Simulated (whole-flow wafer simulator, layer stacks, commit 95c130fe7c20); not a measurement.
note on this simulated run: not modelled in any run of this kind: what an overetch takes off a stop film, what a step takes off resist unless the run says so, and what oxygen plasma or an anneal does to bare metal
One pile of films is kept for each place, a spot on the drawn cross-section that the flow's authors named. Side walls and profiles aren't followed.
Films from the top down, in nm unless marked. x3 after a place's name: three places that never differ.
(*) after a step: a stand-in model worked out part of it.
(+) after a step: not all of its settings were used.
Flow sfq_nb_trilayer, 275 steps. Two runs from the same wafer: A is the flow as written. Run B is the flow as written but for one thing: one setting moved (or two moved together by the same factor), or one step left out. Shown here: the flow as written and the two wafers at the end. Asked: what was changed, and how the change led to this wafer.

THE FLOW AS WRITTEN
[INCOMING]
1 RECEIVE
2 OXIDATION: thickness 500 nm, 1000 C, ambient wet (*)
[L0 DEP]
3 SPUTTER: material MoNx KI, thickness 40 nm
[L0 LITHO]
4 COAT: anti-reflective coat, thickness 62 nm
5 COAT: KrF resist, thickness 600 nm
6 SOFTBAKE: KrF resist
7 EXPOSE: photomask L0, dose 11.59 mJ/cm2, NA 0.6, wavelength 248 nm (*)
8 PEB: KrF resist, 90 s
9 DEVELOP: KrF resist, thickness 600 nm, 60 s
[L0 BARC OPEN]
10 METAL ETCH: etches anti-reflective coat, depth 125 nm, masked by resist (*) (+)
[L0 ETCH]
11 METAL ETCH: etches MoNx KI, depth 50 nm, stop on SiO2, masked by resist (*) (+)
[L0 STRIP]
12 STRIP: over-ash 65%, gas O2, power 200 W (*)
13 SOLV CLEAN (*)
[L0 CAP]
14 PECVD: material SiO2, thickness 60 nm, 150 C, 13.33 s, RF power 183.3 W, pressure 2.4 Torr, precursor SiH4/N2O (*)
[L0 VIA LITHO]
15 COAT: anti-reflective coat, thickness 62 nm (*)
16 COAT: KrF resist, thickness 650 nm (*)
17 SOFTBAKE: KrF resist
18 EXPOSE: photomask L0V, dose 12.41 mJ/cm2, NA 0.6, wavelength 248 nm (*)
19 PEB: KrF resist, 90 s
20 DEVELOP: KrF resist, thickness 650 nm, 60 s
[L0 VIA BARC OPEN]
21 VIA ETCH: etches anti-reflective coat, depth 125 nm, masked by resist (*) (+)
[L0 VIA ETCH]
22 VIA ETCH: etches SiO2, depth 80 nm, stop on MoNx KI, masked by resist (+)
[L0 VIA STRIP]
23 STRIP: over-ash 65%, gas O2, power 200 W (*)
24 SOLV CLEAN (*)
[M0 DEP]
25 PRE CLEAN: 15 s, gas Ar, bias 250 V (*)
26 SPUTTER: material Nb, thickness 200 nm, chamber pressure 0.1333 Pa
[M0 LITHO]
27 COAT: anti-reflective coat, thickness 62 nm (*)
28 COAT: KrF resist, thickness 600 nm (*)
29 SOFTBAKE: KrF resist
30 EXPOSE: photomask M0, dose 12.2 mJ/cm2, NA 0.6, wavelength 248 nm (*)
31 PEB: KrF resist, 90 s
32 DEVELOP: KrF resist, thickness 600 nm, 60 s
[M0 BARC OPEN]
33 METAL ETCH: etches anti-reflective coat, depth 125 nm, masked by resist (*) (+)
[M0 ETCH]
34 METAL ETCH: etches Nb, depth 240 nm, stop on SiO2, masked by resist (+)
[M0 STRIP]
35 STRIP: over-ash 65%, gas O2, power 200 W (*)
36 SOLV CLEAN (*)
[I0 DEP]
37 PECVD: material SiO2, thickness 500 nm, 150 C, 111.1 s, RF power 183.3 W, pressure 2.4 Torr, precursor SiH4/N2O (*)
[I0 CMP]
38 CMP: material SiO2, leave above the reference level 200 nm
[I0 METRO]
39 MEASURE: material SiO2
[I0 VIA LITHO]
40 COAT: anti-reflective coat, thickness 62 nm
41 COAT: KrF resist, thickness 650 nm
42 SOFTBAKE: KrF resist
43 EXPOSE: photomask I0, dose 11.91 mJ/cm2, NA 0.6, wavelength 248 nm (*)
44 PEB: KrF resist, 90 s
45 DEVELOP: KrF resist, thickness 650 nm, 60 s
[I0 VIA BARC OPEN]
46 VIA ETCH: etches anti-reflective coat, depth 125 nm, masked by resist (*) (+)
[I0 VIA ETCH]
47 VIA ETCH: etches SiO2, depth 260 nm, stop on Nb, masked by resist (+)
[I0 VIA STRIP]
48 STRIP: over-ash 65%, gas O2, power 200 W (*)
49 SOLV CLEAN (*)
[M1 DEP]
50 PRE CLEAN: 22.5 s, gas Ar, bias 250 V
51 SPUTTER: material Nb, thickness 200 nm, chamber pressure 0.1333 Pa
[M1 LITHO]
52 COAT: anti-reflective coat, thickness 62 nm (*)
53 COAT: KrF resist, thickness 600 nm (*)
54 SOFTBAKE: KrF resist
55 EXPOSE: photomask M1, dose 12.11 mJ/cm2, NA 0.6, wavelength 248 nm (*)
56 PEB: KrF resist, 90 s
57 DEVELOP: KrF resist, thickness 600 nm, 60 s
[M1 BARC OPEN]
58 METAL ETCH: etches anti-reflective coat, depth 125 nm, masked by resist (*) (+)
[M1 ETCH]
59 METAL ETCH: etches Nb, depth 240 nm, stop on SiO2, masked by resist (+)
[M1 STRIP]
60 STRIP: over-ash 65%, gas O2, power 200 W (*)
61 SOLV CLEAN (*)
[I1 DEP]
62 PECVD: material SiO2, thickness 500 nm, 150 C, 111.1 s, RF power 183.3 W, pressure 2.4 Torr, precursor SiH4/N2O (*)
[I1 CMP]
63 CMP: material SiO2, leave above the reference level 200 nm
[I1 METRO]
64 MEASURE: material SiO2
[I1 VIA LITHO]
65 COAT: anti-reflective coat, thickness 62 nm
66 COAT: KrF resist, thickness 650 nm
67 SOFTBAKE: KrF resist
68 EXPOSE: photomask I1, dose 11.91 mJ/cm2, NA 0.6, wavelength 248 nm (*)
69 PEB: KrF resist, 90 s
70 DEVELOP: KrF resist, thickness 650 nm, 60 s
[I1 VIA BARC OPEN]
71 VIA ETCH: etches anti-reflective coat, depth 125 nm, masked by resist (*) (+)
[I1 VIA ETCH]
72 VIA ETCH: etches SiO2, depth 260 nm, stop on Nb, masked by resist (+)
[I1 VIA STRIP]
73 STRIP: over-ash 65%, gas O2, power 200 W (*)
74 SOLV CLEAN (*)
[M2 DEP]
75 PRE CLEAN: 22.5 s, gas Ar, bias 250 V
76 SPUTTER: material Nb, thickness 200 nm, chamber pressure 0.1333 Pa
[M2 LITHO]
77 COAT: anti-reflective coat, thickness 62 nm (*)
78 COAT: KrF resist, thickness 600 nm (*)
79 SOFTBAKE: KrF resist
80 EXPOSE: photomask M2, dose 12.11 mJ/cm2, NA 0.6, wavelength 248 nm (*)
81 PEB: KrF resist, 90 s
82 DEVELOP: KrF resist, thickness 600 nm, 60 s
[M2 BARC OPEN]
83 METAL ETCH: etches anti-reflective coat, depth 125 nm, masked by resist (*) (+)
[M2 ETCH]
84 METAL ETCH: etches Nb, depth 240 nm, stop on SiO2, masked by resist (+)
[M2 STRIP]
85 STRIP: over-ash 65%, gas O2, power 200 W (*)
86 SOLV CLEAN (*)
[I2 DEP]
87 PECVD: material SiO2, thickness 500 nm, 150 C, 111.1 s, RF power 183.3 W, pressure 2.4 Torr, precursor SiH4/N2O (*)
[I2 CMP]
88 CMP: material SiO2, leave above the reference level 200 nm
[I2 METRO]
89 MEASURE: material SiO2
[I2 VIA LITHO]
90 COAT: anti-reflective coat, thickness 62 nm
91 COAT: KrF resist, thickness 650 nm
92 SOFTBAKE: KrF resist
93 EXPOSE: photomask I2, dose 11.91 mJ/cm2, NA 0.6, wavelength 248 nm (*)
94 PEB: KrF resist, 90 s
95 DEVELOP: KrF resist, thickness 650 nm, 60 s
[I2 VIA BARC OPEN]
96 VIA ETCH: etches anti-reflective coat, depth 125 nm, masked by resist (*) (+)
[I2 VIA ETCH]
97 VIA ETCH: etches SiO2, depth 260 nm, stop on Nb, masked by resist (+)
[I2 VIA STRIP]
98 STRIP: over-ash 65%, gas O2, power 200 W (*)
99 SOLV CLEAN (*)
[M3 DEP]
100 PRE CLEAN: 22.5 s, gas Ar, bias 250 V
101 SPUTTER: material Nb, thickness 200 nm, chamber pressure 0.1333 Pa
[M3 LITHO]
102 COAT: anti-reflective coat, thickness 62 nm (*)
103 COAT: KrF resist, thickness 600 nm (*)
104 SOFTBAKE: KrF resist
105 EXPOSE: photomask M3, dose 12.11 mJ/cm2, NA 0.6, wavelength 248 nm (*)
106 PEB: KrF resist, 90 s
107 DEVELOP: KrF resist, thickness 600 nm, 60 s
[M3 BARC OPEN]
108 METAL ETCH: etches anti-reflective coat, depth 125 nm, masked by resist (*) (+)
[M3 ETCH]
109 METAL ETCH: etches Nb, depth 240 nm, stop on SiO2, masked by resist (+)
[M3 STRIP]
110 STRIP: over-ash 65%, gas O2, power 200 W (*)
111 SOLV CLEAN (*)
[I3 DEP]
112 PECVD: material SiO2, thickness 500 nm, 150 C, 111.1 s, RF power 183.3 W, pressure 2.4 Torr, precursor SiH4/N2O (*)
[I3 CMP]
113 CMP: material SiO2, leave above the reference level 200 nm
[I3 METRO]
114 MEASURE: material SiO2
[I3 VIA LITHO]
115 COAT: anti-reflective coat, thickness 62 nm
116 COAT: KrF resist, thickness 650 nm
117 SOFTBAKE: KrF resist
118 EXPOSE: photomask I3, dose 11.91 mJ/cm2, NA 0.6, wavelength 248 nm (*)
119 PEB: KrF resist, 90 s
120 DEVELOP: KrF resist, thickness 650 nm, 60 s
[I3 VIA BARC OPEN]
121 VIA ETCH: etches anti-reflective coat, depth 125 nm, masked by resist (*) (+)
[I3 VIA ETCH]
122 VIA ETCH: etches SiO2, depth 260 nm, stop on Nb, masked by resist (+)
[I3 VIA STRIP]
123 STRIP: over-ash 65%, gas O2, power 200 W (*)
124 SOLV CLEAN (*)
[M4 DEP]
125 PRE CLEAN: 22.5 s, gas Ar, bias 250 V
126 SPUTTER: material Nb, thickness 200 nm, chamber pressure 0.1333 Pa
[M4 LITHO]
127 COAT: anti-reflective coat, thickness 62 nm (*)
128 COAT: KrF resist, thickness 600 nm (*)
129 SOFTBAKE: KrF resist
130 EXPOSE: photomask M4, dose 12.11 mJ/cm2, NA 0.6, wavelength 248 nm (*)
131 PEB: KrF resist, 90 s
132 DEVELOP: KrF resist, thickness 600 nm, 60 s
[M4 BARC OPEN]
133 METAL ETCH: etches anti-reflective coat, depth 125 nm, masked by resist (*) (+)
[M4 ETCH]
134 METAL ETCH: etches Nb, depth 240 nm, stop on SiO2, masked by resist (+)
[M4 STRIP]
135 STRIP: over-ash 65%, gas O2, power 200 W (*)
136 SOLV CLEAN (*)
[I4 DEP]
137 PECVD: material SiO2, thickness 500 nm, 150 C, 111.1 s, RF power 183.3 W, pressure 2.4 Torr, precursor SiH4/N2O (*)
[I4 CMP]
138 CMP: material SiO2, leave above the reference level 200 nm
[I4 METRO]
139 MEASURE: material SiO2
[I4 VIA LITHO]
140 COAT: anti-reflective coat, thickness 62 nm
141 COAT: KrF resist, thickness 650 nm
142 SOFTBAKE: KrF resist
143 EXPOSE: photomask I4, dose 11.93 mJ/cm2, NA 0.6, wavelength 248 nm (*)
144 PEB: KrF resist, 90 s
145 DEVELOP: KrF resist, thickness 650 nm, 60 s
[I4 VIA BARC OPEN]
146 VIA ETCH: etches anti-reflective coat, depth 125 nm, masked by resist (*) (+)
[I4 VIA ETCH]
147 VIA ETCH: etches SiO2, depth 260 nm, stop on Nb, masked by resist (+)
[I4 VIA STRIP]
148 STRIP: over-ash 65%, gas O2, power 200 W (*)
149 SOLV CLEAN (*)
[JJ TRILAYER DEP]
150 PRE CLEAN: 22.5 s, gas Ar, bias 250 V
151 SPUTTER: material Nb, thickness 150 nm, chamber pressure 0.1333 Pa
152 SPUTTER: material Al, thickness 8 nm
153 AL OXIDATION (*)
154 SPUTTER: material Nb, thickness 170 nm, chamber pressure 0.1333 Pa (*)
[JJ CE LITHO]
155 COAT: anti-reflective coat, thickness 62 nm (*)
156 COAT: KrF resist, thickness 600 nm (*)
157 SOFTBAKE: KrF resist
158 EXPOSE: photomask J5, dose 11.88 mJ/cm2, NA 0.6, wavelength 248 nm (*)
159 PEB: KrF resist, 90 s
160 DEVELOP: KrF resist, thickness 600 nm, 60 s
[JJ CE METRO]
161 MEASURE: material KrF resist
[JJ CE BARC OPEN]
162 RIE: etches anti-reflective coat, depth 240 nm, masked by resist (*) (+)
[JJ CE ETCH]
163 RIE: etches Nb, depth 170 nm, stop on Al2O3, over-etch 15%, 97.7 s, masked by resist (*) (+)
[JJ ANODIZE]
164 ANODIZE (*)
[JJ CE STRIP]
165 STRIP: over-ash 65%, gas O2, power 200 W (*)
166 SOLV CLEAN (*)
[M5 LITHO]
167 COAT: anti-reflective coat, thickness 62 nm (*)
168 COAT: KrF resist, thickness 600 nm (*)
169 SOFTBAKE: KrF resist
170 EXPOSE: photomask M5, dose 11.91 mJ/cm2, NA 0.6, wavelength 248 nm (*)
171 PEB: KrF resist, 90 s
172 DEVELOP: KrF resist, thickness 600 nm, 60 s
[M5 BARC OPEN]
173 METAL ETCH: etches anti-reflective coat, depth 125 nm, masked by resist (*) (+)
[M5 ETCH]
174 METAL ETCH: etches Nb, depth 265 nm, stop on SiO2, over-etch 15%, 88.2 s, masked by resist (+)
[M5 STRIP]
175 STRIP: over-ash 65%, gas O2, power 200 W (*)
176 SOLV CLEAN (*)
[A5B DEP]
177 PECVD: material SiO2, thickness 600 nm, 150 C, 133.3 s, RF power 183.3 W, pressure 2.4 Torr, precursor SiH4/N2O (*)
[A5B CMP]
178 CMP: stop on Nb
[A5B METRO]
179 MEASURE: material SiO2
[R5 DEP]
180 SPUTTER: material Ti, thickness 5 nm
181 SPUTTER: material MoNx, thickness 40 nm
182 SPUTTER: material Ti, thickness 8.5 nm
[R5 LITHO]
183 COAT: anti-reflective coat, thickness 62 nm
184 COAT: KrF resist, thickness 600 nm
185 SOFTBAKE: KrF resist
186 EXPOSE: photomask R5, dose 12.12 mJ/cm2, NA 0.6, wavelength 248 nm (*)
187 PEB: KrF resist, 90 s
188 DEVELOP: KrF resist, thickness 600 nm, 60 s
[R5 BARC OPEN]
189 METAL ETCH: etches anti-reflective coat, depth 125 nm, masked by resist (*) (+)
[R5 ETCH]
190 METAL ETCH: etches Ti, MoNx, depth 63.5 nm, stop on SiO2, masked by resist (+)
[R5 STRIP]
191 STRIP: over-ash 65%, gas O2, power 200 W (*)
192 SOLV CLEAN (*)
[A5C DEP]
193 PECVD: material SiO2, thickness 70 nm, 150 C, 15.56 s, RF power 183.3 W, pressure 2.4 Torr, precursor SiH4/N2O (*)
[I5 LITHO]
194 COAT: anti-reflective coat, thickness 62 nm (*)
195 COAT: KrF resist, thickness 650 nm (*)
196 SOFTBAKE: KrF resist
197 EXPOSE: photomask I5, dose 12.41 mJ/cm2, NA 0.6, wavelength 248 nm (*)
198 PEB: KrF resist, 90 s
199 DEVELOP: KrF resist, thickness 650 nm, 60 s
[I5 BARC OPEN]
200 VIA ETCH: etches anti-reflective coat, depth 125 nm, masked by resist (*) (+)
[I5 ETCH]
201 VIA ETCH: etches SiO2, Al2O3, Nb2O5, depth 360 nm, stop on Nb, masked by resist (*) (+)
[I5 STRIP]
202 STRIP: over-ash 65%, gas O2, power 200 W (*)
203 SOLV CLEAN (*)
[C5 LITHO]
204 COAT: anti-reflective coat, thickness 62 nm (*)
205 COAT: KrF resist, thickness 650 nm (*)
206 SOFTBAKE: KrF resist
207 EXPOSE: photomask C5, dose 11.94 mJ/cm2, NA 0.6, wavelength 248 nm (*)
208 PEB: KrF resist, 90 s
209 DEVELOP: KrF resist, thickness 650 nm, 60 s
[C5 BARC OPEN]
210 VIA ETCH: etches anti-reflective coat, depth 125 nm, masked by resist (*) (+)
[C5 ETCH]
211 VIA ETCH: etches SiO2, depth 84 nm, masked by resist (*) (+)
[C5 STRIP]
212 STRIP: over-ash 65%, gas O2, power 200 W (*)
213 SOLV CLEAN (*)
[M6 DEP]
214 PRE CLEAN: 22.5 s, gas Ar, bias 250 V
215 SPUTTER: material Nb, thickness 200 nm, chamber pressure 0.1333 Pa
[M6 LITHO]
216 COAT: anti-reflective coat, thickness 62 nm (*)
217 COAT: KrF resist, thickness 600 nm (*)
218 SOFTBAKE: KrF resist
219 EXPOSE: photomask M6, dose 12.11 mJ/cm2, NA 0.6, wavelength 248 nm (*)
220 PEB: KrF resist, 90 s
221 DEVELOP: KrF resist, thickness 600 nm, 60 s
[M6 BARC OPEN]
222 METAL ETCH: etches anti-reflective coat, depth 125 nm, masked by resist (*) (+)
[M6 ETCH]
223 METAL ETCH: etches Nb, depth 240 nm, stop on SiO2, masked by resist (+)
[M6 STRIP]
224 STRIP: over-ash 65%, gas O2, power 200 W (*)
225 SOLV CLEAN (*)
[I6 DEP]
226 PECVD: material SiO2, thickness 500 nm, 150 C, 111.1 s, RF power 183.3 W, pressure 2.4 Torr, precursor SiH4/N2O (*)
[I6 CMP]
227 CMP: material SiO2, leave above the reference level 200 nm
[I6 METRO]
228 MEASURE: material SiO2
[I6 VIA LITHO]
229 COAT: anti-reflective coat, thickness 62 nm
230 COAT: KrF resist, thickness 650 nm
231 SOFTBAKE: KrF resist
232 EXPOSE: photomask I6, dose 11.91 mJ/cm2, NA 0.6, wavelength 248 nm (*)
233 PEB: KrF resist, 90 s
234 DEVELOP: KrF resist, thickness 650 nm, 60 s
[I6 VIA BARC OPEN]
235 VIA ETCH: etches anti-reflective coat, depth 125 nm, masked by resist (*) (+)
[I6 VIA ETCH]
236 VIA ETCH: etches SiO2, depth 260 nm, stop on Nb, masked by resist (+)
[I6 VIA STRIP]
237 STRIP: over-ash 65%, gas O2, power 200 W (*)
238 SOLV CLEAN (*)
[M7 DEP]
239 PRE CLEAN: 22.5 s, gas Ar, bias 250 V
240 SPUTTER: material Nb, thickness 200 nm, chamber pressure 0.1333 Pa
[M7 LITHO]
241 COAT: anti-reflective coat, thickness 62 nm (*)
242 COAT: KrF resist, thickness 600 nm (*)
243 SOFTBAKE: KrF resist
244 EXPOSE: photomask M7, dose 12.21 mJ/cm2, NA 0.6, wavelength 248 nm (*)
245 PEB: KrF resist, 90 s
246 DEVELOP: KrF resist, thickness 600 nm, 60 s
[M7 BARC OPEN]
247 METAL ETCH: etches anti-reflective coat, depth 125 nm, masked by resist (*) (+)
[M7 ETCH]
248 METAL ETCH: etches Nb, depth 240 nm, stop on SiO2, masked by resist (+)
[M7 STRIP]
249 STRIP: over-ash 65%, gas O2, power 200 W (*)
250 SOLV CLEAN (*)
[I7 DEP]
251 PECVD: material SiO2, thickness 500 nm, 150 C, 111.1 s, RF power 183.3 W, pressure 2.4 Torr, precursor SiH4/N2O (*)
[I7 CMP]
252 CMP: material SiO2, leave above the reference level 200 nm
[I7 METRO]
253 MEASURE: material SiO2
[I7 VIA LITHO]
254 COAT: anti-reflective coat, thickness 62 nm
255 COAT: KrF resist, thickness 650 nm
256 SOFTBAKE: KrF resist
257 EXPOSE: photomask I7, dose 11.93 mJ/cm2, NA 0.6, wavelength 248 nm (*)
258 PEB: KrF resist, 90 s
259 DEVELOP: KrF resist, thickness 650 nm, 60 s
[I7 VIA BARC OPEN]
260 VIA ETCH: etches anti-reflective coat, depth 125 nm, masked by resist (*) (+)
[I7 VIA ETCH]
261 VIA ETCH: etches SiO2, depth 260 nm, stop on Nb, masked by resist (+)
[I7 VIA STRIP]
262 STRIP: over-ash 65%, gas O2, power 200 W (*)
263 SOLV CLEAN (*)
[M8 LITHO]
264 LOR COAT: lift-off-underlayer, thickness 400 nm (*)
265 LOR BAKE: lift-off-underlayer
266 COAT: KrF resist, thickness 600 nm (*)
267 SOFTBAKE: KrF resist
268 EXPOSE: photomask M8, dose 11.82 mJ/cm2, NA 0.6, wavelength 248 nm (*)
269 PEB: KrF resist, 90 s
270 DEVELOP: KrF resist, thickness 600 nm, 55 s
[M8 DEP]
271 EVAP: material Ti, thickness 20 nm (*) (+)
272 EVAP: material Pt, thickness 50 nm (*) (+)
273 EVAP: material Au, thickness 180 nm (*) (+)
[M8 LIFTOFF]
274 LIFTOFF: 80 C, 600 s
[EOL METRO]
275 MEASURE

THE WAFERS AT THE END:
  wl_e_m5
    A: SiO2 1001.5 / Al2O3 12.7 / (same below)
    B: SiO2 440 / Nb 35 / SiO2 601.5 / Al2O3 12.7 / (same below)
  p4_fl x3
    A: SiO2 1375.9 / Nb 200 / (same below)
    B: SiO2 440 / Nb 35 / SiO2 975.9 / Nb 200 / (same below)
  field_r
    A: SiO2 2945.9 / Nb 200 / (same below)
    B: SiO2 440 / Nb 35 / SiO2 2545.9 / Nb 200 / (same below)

The cause: step 240, SPUTTER: thickness 275 nm was run, where the flow has thickness 200 nm.

How the change led to this, step by step:
  240 SPUTTER: material Nb, thickness 200 nm, chamber pressure 0.1333 Pa
      field_l, v_sur, via_wl and 102 more: A Nb +200 (new film) | B Nb +275 (new film)
      via_v: A Nb +161.1 | B Nb +221.9
  248 METAL ETCH: etches Nb, depth 240 nm, stop on SiO2, masked by resist (+)
      field_l, field_r, lsp_l and 62 more: A Nb -200 (all of it) | B Nb -240
  251 PECVD: material SiO2, thickness 500 nm, 150 C, 111.1 s, RF power 183.3 W, pressure 2.4 Torr, precursor SiH4/N2O (*)
      field_l, p4_fl x3, p4_w1 x9 and 46 more: A SiO2 +500 | B SiO2 +500 (new film)
      field_r, lsp_l: A SiO2 +477.7 | B SiO2 +473.2 (new film)
      (and at 4 more places)
  252 CMP: material SiO2, leave above the reference level 200 nm
      field_l, p4_fl x3, p4_w1 x9 and 46 more: A SiO2 -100 | B SiO2 -60
      field_r, lsp_l: A SiO2 -77.7 | B SiO2 -33.2
      (and at 3 more places)
Counting metal films that touch as one body, wl_e_m5 has 7 bodies (between them, from the top down: SiO2 601.5 / Al2O3 12.7 / Nb2O5 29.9; SiO2 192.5; SiO2 192.5; SiO2 192.5; SiO2 192.5; SiO2 192.5); the flow as written gives 6 bodies (between them, from the top down: SiO2 192.5; SiO2 192.5; SiO2 192.5; SiO2 192.5; SiO2 192.5).
Counting metal films that touch as one body, p4_fl x3 has 3 bodies (between them, from the top down: SiO2 975.9; SiO2 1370); the flow as written gives 2 bodies (between them, from the top down: SiO2 1370).
Counting metal films that touch as one body, field_r has 2 bodies (between them, from the top down: SiO2 2545.9); the flow as written gives 1 body.
